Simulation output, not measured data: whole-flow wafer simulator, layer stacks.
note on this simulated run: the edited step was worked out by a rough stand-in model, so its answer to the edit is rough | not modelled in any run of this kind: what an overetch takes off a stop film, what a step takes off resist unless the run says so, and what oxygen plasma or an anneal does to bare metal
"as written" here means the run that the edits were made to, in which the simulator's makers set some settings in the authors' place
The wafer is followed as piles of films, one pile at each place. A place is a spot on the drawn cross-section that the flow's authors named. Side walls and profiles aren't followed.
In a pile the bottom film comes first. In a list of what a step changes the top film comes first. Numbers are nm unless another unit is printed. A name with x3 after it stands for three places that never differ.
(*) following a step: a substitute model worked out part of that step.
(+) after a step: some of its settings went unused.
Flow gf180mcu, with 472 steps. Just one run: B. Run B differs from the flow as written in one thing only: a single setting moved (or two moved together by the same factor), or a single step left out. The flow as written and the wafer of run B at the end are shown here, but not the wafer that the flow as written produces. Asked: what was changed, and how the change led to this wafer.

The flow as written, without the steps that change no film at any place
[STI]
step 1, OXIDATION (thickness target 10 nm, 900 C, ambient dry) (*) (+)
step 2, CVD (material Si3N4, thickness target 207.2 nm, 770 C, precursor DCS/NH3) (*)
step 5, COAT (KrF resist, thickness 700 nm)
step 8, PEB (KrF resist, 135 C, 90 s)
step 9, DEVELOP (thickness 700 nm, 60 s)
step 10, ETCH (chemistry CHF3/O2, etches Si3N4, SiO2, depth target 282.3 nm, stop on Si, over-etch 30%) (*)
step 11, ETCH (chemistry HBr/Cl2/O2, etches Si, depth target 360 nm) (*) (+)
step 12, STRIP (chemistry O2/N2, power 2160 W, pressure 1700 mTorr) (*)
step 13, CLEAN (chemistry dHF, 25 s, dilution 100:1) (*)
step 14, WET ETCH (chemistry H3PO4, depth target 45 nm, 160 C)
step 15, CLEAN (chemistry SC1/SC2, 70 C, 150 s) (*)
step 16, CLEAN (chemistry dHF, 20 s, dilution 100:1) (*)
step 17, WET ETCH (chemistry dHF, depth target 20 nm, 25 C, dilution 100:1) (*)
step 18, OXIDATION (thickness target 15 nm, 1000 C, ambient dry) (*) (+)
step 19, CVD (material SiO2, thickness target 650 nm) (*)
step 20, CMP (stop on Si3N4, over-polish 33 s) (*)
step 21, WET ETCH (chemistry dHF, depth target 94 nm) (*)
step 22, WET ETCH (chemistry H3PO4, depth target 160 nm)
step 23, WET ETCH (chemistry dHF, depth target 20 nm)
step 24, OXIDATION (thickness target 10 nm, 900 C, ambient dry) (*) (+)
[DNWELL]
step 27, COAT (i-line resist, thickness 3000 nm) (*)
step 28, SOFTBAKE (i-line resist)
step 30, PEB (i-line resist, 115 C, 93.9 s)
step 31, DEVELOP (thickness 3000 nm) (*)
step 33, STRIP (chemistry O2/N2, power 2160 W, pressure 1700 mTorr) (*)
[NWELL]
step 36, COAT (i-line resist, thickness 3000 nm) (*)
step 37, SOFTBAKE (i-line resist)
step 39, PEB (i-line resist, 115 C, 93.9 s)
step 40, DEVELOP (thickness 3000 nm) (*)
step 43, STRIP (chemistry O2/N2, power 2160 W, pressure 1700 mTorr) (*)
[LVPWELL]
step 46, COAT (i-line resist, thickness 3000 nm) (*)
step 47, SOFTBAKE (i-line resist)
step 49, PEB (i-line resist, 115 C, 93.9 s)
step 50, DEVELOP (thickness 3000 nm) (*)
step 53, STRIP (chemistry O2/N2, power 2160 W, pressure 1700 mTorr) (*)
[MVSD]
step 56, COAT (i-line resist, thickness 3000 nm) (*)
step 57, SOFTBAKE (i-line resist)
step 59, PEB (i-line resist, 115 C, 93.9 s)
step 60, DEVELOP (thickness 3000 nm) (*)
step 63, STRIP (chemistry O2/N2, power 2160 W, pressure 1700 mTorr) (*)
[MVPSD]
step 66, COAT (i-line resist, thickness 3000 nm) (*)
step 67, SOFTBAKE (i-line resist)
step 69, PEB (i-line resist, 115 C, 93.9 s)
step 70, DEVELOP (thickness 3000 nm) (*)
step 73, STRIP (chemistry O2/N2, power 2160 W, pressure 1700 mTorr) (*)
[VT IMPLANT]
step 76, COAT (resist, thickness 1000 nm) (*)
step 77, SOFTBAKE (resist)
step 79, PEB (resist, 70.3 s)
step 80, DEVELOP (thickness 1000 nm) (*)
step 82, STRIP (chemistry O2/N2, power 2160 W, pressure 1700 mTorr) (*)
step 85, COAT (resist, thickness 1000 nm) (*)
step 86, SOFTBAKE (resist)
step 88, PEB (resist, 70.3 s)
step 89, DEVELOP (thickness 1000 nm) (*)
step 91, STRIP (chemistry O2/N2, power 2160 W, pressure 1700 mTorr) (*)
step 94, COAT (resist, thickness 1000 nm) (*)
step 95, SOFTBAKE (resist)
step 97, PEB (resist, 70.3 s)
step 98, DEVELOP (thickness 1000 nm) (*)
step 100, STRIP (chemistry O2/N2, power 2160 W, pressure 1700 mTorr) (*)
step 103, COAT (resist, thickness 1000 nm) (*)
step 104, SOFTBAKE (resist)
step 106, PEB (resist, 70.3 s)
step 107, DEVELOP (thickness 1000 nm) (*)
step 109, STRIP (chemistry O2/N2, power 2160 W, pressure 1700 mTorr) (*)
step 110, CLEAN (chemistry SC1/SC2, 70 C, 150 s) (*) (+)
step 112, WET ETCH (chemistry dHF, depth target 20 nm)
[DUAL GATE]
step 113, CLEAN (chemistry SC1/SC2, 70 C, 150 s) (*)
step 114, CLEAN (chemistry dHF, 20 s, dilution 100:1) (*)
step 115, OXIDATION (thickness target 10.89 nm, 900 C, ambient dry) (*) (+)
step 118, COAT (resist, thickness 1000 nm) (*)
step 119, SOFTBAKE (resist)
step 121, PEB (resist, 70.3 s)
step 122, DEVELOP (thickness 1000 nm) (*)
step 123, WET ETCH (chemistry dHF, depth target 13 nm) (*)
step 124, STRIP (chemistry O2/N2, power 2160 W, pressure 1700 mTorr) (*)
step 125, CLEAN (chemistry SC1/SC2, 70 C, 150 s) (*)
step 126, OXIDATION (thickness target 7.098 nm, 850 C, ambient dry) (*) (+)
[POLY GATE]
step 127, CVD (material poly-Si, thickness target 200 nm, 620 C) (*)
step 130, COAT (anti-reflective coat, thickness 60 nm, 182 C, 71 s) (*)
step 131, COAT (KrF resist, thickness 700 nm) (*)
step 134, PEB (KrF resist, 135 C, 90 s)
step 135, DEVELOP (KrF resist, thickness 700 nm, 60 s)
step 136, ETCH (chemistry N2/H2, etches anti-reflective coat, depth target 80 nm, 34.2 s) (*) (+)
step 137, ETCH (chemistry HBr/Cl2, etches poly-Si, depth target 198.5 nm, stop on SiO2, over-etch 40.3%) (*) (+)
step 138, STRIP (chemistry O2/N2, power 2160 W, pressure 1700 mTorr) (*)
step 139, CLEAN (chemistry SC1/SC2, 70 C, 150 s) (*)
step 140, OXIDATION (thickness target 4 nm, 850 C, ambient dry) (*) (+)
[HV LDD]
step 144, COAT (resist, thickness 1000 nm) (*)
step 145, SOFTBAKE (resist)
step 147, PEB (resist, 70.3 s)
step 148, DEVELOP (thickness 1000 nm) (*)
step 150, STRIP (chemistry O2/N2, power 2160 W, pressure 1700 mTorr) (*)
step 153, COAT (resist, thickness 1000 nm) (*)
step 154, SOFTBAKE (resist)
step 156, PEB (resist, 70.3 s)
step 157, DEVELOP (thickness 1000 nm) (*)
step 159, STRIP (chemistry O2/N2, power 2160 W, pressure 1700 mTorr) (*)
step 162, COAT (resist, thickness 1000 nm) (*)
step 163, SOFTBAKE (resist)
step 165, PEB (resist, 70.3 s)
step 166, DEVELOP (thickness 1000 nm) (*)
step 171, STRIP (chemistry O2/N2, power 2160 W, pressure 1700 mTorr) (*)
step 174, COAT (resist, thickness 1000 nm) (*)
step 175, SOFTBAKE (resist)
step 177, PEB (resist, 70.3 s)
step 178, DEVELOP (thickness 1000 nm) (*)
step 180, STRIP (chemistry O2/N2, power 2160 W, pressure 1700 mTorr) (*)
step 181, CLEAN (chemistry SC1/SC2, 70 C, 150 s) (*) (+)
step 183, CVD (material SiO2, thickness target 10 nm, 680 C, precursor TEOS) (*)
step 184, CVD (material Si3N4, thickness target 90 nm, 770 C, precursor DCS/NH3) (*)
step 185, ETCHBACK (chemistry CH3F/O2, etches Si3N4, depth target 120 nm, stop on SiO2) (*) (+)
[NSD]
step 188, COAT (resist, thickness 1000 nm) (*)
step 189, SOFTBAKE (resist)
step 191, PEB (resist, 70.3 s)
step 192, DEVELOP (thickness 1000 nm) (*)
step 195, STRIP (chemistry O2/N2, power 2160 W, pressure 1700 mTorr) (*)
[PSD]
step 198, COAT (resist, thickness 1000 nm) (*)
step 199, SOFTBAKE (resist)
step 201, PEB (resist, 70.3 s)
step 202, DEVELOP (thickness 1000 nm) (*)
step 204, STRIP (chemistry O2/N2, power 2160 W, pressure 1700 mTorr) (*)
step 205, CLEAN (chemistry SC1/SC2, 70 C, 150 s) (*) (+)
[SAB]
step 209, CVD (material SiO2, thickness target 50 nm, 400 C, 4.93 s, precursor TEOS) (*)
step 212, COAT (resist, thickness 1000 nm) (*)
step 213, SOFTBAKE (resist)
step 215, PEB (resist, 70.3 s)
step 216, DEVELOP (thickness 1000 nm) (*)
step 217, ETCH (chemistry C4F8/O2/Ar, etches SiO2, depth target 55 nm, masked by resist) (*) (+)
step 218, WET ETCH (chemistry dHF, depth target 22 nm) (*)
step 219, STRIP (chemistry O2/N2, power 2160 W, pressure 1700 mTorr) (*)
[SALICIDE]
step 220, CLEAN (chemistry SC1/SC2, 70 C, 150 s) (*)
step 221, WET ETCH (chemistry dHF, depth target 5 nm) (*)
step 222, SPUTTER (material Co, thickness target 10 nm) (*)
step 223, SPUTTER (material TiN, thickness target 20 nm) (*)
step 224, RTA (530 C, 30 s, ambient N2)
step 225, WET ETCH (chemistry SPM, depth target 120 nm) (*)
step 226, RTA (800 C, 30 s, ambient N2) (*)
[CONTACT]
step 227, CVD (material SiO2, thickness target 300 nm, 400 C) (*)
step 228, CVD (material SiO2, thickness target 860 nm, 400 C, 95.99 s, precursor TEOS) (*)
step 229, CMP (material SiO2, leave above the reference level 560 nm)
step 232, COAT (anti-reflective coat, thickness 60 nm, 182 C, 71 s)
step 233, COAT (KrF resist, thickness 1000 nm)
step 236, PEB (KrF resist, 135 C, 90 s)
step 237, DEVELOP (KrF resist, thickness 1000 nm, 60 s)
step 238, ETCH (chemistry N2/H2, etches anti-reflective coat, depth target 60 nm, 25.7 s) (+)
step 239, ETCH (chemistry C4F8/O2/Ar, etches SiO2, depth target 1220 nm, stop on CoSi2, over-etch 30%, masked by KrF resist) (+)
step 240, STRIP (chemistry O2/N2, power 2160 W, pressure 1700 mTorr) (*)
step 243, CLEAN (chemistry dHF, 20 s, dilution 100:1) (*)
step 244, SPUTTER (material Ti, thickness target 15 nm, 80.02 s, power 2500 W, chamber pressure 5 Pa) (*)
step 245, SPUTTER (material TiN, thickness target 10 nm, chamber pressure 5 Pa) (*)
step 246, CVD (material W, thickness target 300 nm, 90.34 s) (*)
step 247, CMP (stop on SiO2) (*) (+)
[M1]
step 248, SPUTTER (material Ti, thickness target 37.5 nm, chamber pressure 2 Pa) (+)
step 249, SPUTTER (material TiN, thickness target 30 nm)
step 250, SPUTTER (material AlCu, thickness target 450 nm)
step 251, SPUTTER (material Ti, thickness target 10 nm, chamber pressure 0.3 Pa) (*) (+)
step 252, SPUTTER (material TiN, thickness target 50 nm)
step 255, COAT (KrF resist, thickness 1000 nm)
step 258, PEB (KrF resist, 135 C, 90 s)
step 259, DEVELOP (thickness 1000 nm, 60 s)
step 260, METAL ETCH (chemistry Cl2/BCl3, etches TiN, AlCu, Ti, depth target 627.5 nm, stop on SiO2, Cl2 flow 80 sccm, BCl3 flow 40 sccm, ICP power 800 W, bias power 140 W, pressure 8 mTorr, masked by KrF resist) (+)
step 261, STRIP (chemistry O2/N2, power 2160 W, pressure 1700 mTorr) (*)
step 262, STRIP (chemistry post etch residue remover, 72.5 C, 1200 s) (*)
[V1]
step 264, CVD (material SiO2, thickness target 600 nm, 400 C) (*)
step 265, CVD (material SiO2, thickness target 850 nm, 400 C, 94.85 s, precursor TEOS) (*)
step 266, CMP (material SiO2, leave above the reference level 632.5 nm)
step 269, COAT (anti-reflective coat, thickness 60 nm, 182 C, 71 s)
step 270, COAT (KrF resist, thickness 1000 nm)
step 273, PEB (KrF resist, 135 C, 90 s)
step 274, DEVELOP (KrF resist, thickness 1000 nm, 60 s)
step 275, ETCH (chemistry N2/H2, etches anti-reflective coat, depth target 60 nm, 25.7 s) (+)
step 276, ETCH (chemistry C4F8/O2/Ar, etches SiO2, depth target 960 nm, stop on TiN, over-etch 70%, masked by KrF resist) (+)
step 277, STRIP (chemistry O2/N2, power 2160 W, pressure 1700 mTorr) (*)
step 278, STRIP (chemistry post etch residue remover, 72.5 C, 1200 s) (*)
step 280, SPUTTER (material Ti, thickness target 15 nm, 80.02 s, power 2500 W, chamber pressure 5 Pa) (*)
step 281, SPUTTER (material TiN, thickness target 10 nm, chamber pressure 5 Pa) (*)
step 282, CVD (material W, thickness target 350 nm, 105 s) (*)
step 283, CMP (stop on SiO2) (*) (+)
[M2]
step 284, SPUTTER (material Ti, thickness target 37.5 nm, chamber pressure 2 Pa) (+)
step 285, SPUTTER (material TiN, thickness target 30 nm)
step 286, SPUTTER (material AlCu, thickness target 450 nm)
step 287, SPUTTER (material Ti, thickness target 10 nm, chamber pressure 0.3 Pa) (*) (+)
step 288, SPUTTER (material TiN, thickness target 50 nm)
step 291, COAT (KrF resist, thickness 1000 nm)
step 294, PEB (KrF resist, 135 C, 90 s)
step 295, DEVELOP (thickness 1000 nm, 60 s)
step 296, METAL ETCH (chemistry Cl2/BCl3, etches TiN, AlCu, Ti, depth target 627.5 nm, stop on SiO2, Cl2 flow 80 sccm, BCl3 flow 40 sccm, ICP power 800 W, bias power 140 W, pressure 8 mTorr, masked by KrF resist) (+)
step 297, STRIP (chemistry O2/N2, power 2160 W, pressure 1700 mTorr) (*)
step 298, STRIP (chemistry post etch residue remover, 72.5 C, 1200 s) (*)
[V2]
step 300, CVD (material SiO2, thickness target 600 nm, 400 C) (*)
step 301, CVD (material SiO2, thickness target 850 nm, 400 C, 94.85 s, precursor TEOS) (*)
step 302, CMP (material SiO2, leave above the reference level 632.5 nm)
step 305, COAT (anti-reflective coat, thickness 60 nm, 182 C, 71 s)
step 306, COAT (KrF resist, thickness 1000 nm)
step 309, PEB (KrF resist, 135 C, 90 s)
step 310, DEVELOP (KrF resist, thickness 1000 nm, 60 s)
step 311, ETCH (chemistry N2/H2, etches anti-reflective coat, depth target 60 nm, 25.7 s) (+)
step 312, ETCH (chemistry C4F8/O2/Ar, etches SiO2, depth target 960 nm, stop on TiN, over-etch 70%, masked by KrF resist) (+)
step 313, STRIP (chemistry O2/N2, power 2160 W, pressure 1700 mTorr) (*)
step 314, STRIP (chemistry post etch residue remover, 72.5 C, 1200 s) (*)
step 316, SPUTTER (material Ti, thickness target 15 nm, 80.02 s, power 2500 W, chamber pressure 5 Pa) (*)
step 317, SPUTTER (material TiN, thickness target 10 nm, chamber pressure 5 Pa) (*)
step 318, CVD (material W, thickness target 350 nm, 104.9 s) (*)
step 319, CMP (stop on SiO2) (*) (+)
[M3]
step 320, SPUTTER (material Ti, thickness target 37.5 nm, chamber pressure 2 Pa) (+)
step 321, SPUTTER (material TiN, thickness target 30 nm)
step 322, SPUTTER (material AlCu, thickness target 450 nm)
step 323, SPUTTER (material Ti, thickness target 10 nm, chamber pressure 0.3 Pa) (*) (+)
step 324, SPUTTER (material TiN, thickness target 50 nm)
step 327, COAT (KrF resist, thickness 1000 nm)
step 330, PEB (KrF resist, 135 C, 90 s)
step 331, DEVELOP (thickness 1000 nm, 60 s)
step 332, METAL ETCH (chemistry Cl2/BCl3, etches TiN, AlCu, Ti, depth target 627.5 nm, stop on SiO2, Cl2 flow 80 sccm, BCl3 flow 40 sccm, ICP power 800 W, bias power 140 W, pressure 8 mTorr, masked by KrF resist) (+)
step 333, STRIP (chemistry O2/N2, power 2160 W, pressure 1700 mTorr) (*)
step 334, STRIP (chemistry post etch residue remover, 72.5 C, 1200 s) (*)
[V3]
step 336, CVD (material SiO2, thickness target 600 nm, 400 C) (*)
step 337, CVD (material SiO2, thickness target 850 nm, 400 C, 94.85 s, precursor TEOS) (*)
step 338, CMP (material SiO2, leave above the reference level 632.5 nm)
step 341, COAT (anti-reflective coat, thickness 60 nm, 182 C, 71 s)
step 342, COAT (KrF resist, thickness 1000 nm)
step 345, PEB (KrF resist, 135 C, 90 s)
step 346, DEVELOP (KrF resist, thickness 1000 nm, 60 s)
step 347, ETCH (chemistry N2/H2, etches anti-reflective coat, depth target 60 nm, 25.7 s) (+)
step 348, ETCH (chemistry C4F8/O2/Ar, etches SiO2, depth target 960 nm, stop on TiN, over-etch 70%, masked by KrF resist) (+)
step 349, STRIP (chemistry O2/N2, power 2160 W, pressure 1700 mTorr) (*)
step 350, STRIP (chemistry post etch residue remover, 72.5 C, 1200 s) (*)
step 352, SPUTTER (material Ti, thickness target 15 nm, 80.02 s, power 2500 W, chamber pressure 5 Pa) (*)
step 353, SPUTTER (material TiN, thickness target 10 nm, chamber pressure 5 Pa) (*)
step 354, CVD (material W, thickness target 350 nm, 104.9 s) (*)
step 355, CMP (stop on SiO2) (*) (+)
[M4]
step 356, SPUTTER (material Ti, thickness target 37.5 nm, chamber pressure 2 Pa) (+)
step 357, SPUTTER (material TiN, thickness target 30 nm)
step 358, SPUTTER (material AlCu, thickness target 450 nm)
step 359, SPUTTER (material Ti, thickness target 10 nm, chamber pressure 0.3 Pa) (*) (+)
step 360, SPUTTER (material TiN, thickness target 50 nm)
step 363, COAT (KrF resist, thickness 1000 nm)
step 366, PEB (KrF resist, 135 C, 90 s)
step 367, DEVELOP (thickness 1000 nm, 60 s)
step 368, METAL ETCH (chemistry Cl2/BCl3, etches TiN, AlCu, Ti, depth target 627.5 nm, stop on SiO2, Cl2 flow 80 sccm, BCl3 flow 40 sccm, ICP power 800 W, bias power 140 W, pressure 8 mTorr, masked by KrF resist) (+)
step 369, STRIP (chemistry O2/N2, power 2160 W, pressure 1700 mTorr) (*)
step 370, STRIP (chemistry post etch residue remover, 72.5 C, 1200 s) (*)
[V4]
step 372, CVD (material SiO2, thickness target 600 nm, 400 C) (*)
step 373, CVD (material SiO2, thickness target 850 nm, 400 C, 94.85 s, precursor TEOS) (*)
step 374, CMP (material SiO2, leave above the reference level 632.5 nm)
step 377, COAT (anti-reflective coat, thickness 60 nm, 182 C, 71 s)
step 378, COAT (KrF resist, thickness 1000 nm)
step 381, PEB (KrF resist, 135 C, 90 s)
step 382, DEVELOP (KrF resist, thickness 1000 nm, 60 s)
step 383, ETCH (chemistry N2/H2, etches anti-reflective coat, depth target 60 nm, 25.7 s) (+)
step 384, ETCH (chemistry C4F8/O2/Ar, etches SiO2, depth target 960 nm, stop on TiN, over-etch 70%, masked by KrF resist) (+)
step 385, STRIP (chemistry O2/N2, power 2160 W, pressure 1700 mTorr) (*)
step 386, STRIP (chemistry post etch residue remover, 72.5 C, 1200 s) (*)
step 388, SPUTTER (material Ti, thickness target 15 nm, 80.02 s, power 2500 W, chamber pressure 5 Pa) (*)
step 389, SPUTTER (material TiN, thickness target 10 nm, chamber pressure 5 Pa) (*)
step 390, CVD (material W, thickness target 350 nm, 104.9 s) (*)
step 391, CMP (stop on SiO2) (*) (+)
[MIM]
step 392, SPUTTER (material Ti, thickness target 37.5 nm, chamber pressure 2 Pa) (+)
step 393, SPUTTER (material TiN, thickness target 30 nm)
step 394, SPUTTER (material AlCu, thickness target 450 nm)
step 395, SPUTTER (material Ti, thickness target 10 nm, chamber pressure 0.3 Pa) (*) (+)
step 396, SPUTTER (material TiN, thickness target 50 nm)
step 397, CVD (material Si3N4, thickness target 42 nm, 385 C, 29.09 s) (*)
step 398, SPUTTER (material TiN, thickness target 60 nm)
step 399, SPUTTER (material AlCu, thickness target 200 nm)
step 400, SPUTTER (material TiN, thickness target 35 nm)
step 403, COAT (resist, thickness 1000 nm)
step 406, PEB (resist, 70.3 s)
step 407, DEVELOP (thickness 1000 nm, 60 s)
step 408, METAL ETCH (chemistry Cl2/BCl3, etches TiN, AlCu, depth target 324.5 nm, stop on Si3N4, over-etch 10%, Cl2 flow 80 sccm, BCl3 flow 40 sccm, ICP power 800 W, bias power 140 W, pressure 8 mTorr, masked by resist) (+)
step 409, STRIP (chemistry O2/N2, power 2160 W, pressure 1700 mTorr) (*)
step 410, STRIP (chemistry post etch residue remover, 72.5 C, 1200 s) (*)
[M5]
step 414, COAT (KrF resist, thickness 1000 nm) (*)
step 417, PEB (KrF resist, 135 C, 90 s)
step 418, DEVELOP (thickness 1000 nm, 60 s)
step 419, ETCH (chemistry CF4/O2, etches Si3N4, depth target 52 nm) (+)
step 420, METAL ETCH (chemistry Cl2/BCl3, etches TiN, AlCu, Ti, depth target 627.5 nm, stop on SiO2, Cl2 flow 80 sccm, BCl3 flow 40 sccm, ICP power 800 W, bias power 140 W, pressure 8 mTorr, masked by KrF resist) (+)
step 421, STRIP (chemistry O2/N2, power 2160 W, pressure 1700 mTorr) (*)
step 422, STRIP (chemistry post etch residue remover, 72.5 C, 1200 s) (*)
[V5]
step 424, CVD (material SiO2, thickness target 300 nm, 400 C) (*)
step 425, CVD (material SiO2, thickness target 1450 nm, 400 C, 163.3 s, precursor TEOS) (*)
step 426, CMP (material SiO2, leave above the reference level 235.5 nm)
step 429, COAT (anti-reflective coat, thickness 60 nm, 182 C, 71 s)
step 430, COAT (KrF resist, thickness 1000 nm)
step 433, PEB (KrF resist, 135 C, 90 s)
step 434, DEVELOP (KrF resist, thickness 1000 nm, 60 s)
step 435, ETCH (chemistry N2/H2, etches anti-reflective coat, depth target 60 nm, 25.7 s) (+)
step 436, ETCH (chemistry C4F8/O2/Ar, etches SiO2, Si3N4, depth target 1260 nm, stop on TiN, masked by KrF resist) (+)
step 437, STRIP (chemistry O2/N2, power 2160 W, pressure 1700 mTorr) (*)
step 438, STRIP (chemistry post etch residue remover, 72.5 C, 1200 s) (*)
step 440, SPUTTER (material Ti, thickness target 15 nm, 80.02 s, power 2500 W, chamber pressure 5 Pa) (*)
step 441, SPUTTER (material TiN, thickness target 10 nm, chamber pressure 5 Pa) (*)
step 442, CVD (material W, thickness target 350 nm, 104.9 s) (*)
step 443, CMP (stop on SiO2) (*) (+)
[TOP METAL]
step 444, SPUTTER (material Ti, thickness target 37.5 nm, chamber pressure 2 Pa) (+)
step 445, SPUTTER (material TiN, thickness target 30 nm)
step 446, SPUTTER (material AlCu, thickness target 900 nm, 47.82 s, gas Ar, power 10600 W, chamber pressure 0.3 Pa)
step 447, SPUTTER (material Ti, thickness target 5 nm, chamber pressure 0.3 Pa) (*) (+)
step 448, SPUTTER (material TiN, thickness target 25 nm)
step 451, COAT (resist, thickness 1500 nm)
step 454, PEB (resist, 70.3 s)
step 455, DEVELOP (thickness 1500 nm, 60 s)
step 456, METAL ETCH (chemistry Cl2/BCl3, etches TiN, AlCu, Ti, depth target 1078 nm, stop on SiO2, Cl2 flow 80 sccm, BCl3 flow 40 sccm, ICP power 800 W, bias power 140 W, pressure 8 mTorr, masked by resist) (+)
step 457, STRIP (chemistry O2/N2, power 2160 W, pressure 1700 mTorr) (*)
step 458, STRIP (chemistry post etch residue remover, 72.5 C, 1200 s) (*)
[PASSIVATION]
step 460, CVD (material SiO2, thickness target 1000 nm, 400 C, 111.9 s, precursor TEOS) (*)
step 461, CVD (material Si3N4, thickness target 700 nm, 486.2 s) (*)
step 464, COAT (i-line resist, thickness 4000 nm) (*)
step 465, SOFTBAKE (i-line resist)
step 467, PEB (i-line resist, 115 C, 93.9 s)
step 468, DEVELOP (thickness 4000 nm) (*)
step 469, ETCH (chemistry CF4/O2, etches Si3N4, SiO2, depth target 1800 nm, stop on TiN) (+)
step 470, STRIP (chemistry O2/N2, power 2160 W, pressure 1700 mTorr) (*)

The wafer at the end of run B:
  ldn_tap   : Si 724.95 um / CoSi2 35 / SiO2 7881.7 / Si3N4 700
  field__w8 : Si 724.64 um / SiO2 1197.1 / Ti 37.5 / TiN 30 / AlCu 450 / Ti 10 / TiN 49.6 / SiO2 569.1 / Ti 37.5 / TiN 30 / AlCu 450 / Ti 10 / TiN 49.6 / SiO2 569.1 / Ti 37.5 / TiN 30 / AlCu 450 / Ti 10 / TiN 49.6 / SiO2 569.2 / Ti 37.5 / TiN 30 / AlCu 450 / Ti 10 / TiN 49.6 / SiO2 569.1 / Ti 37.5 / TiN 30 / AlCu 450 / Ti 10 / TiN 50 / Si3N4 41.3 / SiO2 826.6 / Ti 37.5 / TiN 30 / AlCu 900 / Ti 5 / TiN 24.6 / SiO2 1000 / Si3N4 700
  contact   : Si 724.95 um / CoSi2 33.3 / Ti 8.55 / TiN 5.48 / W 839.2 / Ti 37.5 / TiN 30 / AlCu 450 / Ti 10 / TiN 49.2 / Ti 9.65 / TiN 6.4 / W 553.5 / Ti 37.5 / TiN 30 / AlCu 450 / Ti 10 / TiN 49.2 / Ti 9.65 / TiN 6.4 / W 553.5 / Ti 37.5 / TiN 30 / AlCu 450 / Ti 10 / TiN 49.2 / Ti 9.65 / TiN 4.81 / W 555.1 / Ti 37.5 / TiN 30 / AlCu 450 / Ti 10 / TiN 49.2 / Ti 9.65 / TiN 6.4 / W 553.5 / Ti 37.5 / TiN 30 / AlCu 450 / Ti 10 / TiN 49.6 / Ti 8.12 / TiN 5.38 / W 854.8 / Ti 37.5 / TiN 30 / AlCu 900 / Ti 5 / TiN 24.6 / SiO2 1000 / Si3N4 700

Cause: step 353, SPUTTER: thickness target 7.5 nm was run, though the flow has thickness target 10 nm.

How this came from the change, step by step:
  step 353, SPUTTER (material TiN, thickness target 10 nm, chamber pressure 5 Pa) (*)
      field, field__w1, field__w2 and 107 more: +7.5 TiN (new film) (it would be, as written: +10 TiN (new film))
      contact: +4.81 TiN (new film) (it would be, as written: +6.4 TiN (new film))
  step 355, CMP (stop on SiO2) (*) (+)
      field, field__w1, field__w2 and 107 more: -350 W (all of it), -7.5 TiN (all of it), -15 Ti (all of it), -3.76 SiO2 (it would be, as written: -350 W (all of it), -10 TiN (all of it), -15 Ti (all of it), -3.78 SiO2)
